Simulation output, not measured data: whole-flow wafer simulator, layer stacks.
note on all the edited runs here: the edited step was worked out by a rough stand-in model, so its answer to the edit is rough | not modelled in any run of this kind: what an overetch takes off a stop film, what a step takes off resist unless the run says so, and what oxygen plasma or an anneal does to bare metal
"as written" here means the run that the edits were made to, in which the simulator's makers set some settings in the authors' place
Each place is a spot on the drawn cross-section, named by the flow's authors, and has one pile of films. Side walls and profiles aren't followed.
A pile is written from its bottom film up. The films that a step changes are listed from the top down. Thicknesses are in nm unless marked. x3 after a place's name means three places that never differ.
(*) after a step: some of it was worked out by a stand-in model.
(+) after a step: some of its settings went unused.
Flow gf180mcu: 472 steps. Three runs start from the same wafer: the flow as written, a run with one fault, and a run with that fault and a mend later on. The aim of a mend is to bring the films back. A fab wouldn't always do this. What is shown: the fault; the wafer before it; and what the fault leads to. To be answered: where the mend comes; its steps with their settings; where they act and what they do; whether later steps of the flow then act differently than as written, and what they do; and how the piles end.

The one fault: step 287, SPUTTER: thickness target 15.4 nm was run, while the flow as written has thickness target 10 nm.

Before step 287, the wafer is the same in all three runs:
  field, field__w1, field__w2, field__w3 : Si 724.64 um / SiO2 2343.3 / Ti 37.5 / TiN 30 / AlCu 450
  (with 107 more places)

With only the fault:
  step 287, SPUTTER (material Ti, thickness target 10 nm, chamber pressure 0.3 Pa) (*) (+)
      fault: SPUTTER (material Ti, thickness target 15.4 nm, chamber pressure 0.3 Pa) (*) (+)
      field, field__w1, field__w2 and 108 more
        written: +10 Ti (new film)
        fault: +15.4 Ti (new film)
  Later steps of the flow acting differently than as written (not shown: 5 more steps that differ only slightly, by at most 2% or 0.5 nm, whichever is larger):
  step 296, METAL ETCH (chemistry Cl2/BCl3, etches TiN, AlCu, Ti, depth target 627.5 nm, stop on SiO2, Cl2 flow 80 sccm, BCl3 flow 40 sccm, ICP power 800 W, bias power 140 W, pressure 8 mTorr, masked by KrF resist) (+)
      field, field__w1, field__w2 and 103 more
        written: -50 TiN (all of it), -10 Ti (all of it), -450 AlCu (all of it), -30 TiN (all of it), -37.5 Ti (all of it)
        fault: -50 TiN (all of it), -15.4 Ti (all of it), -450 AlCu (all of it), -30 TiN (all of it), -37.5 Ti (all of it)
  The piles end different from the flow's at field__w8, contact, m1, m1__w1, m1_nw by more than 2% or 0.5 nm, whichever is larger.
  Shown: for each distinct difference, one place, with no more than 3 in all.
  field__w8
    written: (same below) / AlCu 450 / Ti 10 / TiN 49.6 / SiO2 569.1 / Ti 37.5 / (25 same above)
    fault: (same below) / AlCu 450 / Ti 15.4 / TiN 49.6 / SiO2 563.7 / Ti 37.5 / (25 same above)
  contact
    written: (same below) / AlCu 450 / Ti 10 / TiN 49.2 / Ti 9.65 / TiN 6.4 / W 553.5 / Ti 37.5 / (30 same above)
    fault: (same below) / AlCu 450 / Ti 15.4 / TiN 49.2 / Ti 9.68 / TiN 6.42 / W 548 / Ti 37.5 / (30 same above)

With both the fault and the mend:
  The mend stands after step 287.
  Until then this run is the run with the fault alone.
  step 287a, METAL ETCH (chemistry Cl2/BCl3, etches TiN, AlCu, Ti, depth target 5.4 nm, Cl2 flow 80 sccm, BCl3 flow 40 sccm, ICP power 800 W, bias power 140 W, pressure 8 mTorr) (a further turn of the flow's step 260, with different settings)
      field, field__w1, field__w2 and 108 more
        -5.4 Ti
  None of the later steps of the flow acts differently than as written at any place that is followed.
  At every place that both follow, the piles at the end match the flow's.
